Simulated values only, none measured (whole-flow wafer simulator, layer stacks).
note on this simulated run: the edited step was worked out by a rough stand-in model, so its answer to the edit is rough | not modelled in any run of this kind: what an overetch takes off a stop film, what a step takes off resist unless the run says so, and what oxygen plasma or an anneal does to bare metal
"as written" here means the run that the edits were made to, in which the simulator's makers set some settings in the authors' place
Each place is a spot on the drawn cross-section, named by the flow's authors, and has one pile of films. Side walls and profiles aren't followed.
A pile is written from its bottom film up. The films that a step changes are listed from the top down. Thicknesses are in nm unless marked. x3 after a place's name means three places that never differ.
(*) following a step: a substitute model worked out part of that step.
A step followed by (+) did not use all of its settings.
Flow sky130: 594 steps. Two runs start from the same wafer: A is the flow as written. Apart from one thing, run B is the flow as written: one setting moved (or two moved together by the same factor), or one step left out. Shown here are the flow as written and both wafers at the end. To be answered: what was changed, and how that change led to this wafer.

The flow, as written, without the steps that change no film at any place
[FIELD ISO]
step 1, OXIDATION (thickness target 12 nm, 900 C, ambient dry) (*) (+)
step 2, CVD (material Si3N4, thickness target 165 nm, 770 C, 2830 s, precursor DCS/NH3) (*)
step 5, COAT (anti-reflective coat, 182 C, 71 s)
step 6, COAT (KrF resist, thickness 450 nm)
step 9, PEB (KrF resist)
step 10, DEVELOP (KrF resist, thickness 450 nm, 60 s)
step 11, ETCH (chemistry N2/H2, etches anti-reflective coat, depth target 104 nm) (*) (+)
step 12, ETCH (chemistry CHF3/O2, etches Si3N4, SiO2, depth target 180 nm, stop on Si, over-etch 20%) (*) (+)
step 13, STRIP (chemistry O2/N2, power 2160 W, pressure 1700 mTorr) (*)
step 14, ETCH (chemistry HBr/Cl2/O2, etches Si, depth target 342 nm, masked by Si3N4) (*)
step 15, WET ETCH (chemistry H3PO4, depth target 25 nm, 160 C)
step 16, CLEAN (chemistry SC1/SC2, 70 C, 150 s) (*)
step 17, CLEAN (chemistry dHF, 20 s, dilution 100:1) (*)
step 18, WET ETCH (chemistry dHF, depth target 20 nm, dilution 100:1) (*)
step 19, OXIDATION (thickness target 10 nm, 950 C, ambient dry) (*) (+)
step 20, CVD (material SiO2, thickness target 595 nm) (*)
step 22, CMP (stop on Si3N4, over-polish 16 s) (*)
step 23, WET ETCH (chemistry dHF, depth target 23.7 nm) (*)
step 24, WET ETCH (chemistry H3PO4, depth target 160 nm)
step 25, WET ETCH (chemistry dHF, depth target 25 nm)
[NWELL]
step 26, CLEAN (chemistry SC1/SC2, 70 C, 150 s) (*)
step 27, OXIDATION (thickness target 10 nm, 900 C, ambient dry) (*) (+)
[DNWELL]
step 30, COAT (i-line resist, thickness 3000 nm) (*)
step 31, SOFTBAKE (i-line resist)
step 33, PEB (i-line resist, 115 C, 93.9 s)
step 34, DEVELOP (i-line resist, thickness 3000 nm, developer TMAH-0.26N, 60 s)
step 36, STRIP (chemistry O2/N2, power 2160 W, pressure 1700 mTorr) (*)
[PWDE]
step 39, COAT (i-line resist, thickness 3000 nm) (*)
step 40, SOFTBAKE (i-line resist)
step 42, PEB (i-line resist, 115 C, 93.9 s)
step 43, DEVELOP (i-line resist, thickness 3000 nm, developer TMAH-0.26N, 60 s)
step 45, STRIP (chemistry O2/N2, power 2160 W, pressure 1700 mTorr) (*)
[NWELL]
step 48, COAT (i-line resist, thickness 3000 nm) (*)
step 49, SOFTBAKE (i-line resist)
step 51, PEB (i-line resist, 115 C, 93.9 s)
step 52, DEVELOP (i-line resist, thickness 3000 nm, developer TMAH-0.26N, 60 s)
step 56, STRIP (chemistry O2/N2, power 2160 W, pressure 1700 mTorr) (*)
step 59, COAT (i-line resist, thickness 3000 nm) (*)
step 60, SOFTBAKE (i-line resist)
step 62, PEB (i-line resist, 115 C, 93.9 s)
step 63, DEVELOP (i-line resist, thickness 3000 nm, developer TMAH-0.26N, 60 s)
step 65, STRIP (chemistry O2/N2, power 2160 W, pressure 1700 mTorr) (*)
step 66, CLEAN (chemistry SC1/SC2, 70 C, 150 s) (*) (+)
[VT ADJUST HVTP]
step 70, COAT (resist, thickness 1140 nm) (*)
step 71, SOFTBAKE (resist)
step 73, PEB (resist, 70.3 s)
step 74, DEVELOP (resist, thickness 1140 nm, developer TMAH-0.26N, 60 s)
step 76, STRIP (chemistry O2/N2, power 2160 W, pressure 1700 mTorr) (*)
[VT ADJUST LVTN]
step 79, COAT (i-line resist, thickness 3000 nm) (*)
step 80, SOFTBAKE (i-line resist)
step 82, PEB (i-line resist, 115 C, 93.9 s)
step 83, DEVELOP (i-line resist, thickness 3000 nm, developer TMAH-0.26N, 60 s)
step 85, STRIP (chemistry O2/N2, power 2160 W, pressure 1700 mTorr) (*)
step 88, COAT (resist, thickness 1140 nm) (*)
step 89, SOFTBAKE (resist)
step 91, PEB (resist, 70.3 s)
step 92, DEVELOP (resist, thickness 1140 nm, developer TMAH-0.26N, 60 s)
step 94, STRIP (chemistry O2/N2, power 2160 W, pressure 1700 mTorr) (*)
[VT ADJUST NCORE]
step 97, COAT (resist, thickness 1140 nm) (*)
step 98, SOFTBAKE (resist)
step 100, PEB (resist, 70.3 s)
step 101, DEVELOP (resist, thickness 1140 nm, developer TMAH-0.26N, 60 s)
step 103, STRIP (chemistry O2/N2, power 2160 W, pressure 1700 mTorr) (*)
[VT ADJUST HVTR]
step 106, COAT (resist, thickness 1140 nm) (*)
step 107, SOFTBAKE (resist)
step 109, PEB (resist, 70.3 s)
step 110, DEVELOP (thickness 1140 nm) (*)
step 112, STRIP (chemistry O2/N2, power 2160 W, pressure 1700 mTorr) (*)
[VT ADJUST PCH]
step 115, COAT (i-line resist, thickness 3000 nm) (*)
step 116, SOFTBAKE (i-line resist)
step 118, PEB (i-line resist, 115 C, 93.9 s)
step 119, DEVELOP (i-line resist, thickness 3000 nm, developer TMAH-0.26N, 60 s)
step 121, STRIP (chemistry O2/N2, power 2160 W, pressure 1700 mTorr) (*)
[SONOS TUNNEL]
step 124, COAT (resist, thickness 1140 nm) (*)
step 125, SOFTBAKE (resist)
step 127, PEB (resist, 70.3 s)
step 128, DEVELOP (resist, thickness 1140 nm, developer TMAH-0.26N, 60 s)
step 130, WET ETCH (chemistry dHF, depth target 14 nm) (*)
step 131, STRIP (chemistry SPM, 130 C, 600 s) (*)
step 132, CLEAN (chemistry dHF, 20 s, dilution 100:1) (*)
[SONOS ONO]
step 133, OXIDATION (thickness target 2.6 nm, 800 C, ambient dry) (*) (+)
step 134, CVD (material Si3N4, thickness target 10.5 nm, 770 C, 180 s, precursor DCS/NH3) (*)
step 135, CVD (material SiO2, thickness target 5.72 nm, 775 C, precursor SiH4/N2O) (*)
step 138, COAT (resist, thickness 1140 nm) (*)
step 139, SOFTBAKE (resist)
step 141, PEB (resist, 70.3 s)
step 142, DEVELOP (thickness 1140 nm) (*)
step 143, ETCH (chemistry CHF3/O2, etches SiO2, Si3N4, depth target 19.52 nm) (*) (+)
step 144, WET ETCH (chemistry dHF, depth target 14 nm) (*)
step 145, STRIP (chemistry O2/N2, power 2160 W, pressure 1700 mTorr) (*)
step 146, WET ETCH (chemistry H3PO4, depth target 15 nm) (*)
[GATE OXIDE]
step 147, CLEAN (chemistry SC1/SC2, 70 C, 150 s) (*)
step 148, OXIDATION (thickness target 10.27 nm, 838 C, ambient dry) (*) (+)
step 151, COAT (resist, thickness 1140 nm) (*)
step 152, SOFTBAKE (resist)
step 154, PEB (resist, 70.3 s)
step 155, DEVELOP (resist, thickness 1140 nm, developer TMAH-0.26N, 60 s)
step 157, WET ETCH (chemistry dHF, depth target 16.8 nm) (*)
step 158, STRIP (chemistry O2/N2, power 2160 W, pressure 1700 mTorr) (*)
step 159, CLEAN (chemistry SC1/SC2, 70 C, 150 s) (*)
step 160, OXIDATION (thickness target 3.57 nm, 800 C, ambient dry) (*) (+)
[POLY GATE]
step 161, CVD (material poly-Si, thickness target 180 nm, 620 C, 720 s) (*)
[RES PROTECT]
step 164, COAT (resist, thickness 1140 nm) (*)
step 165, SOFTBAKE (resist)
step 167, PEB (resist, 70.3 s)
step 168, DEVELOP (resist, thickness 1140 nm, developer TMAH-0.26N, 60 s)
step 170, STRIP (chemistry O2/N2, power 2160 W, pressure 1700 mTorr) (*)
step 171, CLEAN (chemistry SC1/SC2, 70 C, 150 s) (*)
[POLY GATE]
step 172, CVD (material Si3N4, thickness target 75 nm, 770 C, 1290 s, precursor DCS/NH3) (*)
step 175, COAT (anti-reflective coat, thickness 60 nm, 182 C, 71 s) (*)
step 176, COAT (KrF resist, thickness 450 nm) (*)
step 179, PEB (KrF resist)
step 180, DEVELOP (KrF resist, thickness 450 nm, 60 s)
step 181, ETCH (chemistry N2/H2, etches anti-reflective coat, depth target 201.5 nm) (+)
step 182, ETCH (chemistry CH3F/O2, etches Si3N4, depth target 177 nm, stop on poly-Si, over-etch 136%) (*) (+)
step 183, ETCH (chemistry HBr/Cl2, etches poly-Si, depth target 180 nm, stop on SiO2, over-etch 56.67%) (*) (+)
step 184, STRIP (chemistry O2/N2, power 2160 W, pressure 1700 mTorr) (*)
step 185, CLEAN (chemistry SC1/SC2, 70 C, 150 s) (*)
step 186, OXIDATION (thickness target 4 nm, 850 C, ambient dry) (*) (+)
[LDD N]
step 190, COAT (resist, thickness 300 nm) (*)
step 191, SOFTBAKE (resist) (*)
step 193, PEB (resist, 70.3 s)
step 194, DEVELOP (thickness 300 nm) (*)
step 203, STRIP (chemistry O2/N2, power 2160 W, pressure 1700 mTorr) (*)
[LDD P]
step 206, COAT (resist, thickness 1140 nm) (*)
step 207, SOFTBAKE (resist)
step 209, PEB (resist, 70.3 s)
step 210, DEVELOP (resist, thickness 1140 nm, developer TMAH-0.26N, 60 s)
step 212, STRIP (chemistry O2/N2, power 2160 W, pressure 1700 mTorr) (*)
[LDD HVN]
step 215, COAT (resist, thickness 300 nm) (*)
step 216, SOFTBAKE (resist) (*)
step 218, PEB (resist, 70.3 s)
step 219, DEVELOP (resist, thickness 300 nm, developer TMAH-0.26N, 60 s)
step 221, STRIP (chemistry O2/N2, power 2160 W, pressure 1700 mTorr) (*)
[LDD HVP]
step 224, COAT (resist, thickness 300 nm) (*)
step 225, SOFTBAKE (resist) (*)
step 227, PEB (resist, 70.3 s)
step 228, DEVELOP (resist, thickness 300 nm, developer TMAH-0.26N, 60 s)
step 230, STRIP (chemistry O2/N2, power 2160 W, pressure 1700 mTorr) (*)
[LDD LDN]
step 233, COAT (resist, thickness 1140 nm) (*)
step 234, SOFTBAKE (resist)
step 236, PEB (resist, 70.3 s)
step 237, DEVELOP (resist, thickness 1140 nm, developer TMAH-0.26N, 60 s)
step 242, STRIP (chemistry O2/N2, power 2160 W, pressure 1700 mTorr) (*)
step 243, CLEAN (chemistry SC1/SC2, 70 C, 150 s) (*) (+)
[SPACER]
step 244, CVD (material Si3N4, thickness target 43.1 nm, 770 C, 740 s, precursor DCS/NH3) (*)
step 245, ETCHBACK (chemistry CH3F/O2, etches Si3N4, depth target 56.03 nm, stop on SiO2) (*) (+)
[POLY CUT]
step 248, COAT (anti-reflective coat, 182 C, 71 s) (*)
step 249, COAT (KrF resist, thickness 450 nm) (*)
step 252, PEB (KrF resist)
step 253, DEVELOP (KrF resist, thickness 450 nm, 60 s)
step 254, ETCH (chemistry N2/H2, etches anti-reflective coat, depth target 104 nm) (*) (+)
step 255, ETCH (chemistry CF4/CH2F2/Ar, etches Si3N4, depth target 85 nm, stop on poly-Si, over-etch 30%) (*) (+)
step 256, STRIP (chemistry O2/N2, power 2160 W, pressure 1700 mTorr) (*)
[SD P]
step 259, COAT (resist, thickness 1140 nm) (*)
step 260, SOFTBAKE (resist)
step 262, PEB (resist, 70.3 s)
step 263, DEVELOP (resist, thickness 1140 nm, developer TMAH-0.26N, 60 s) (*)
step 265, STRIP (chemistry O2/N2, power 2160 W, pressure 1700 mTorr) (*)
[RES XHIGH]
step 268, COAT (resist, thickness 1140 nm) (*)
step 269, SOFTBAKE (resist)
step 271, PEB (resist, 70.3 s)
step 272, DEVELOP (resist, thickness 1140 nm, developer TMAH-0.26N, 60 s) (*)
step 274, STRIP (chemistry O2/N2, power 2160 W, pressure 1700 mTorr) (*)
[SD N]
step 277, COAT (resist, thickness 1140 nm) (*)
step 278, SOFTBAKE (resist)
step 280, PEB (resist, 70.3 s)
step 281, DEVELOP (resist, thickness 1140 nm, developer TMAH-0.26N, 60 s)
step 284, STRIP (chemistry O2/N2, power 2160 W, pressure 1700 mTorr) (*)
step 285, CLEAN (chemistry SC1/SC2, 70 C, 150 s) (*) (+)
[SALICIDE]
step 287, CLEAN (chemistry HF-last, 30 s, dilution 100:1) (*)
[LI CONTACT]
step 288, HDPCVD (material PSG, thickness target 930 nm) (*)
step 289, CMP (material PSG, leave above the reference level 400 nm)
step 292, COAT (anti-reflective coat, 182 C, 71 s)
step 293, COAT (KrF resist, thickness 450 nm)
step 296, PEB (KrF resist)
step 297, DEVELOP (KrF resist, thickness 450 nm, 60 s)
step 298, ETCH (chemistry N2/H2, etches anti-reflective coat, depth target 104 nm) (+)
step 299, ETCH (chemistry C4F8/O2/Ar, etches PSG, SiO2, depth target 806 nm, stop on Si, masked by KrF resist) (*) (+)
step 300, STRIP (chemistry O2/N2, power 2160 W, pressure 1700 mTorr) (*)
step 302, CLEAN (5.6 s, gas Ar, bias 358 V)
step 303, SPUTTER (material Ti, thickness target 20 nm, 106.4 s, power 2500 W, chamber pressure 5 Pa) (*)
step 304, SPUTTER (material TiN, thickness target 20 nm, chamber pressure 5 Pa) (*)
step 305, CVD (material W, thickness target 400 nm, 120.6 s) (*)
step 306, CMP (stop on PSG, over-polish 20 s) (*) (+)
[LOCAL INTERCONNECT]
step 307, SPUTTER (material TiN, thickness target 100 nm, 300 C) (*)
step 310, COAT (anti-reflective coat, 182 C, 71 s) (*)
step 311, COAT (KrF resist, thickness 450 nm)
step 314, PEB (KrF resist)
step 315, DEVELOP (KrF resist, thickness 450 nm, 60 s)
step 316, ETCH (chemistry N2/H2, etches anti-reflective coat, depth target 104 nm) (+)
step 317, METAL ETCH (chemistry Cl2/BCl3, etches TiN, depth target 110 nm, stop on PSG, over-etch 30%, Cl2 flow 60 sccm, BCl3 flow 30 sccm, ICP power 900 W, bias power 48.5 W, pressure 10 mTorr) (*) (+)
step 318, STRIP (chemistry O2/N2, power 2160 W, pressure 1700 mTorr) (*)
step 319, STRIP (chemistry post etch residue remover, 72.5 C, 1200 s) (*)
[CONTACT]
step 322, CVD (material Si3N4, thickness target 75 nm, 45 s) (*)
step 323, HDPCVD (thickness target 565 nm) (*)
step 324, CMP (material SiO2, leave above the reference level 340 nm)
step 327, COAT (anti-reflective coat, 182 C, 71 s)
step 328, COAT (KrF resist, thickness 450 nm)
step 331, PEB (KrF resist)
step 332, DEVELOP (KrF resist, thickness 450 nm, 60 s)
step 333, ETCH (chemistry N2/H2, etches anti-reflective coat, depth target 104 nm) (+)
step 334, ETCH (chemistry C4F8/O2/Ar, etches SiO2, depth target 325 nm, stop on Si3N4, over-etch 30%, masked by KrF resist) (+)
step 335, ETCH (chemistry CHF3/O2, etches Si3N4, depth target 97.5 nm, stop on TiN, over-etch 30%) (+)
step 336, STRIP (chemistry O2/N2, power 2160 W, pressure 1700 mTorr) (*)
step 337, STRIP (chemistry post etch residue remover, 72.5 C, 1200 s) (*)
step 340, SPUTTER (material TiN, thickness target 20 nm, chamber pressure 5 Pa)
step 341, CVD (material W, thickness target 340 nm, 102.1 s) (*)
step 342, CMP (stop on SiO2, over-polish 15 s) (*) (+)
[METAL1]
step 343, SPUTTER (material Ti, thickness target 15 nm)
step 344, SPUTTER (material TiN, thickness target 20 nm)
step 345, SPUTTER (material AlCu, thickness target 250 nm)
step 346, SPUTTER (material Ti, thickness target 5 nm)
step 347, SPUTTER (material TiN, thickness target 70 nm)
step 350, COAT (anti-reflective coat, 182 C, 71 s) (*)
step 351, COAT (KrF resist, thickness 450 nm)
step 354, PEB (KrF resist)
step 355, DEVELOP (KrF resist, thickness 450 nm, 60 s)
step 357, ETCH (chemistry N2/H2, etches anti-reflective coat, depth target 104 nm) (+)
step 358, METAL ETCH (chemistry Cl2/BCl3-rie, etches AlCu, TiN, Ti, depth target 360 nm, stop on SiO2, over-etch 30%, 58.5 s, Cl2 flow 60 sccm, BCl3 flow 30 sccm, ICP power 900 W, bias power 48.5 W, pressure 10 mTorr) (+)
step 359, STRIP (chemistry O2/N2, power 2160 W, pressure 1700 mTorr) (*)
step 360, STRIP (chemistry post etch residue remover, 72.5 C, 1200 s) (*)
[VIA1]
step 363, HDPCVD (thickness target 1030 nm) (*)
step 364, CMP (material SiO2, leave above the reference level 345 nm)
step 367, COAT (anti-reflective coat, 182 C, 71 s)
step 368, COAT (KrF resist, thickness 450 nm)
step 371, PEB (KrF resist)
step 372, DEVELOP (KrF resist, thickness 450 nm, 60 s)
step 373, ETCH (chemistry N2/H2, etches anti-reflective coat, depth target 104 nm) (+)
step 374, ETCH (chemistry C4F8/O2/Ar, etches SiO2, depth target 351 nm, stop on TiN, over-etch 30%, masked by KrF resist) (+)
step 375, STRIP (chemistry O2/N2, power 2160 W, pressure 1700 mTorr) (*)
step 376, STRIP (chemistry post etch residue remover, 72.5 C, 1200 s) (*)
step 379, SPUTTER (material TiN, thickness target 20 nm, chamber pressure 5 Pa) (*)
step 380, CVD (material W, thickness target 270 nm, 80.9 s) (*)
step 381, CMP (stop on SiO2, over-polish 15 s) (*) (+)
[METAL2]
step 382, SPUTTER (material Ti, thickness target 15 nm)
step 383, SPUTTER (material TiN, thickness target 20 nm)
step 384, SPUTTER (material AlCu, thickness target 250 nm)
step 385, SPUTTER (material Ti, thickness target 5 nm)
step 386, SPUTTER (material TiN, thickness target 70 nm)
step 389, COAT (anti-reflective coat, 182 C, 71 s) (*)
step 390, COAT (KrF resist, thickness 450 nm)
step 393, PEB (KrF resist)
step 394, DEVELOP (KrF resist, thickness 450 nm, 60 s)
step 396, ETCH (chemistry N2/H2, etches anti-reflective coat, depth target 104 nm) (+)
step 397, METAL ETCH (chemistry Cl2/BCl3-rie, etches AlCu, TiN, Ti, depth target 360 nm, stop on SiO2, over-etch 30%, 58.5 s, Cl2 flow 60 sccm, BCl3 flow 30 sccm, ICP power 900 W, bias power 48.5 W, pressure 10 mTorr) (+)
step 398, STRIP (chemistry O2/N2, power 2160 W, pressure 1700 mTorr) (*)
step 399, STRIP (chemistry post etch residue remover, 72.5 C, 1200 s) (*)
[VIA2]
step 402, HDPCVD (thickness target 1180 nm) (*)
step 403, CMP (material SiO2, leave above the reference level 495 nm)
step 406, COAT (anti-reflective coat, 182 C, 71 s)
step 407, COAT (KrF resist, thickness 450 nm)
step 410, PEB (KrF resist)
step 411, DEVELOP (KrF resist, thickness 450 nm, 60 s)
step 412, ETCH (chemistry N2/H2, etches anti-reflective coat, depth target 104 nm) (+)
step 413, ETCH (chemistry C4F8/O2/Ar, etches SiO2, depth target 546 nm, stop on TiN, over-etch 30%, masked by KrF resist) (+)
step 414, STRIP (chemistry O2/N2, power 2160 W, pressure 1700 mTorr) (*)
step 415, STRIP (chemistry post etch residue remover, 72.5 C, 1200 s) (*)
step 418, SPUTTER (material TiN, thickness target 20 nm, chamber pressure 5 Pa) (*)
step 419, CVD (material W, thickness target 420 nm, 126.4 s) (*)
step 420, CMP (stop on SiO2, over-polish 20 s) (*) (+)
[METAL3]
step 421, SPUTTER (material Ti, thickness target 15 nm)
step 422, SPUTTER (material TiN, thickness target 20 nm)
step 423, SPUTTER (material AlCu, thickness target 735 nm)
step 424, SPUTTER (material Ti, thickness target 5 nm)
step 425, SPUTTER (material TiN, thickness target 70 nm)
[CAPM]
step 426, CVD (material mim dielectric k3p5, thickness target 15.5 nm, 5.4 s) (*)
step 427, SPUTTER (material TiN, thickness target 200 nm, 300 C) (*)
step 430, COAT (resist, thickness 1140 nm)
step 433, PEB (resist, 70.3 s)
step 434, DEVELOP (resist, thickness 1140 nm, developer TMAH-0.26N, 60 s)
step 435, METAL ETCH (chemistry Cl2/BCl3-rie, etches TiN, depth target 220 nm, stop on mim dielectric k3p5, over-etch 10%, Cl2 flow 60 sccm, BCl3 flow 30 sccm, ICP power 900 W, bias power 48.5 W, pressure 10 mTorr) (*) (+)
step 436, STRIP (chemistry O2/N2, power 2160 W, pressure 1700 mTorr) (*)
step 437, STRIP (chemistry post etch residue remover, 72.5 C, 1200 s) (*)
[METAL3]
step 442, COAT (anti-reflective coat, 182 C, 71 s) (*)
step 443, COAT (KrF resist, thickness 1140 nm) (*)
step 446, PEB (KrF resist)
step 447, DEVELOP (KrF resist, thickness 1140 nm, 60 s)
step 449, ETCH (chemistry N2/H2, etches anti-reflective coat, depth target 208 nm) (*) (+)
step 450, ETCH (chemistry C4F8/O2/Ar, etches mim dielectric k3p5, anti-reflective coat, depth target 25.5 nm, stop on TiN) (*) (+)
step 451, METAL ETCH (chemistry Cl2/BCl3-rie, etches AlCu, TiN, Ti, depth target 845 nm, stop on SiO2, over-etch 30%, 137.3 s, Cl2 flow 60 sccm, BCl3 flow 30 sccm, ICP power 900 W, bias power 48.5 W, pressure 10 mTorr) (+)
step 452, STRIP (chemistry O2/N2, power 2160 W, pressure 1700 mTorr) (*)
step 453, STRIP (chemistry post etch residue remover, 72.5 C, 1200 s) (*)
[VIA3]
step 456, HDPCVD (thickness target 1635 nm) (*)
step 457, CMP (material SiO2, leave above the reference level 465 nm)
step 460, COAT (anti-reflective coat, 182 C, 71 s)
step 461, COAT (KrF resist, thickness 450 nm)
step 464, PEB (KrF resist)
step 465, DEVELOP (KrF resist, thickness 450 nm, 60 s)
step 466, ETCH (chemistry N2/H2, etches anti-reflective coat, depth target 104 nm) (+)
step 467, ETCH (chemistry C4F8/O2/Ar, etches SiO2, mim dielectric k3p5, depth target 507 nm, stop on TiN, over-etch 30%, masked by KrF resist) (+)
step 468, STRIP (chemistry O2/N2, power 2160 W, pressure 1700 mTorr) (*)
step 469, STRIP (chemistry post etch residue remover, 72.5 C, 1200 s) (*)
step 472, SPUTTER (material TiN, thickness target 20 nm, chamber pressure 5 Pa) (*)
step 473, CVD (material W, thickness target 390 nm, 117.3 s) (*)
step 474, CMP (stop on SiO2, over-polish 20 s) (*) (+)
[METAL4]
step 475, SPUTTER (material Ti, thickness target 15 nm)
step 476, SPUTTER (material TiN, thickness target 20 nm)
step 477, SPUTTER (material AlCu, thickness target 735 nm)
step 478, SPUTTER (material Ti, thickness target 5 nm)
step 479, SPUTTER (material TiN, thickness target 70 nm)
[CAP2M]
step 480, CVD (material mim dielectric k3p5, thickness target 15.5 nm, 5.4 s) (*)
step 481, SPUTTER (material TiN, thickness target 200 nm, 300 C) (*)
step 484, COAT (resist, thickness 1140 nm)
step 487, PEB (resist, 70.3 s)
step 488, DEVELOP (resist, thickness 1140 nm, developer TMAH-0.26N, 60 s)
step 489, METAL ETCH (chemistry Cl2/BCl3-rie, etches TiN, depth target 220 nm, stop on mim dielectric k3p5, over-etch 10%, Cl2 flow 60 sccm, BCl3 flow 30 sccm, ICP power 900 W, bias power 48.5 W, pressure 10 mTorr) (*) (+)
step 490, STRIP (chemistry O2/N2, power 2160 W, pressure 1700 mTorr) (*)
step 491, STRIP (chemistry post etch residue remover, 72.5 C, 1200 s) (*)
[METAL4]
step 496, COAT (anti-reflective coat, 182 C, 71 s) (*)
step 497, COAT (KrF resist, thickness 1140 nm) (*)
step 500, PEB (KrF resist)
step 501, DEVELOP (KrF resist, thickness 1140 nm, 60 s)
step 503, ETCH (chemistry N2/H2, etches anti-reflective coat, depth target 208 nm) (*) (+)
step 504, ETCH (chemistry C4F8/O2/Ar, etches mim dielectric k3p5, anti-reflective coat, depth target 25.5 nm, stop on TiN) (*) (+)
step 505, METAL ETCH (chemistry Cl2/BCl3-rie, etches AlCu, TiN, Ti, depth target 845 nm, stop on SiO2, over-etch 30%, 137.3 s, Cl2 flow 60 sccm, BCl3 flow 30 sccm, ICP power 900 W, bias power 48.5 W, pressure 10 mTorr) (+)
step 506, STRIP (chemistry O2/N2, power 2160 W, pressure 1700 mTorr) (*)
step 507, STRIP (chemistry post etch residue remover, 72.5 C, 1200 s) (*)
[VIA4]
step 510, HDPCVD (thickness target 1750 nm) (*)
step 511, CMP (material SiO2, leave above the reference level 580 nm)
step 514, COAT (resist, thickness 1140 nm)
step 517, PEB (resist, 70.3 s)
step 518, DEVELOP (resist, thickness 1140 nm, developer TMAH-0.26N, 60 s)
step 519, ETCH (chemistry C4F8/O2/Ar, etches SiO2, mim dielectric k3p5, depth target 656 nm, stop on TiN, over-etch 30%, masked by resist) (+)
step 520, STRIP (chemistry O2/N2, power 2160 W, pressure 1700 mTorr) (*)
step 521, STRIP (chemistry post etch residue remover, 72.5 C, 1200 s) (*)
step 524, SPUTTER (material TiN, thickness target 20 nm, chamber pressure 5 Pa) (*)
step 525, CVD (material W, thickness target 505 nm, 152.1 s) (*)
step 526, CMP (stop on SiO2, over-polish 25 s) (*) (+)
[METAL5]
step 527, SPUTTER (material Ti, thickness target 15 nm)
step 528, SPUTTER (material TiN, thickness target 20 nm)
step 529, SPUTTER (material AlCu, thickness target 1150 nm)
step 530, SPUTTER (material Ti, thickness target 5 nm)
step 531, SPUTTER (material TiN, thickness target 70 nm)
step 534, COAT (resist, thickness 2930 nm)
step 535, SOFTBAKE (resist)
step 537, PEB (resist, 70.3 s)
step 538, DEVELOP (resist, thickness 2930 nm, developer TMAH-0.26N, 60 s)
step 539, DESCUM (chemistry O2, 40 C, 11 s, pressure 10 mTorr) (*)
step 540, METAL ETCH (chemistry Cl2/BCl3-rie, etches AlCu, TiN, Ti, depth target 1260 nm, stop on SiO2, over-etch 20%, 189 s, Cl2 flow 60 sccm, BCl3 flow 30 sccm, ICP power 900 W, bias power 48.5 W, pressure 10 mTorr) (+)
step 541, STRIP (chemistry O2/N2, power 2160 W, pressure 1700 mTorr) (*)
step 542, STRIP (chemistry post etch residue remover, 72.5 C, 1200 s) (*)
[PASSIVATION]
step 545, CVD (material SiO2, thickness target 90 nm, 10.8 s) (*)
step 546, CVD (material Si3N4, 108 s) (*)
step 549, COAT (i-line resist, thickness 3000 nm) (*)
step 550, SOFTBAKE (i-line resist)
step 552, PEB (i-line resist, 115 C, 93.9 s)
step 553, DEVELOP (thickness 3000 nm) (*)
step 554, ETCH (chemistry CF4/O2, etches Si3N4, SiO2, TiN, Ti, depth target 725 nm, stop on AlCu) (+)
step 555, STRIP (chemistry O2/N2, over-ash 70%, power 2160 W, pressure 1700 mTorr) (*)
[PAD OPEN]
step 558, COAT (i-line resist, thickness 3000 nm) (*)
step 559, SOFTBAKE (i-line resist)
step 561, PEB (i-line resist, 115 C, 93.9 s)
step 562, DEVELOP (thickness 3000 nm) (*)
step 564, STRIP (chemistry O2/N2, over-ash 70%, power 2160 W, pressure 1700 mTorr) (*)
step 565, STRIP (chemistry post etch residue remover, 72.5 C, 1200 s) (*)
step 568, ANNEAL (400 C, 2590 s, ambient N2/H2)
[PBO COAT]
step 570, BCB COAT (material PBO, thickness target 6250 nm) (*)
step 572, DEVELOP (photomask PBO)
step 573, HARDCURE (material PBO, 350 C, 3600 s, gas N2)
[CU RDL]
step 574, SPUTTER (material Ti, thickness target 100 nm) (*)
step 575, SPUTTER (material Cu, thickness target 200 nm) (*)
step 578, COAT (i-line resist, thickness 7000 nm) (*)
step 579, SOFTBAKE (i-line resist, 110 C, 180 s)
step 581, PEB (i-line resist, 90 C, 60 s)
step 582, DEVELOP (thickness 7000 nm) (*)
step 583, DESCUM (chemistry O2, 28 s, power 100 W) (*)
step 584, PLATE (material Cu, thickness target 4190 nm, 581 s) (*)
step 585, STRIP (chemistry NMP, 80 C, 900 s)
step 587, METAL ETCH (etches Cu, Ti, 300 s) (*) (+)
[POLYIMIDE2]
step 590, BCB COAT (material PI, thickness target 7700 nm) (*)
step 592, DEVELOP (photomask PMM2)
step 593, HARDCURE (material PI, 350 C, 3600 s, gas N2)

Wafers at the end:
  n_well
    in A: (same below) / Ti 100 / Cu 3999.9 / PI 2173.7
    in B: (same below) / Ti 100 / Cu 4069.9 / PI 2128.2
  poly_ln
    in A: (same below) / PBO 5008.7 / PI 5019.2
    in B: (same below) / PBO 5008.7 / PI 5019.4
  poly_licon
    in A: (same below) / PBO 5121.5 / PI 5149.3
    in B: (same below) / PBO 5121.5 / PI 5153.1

The reason: step 575, SPUTTER: thickness target 270 nm was run, though the flow has thickness target 200 nm.

How this came from the change, step by step:
  step 575, SPUTTER (material Cu, thickness target 200 nm) (*)
      field, active, n_well and 190 more: A Cu gains 200 (new film) | B Cu gains 270 (new film)
  step 587, METAL ETCH (etches Cu, Ti, 300 s) (*) (+)
      field, active, gate and 167 more: A Cu loses 200 (all of it), Ti loses 100 (all of it) | B Cu loses 270 (all of it), Ti loses 100 (all of it)
  step 590, BCB COAT (material PI, thickness target 7700 nm) (*)
      n_well, p_well, sd_n, sd_p: A PI gains 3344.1 (new film) | B PI gains 3274.1 (new film)
      de16_gate_nw: A PI gains 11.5 um (new film) | B PI gains 11.57 um (new film)
  step 593, HARDCURE (material PI, 350 C, 3600 s, gas N2)
      n_well, p_well, sd_n, sd_p: A PI loses 1170.4 | B PI loses 1145.9
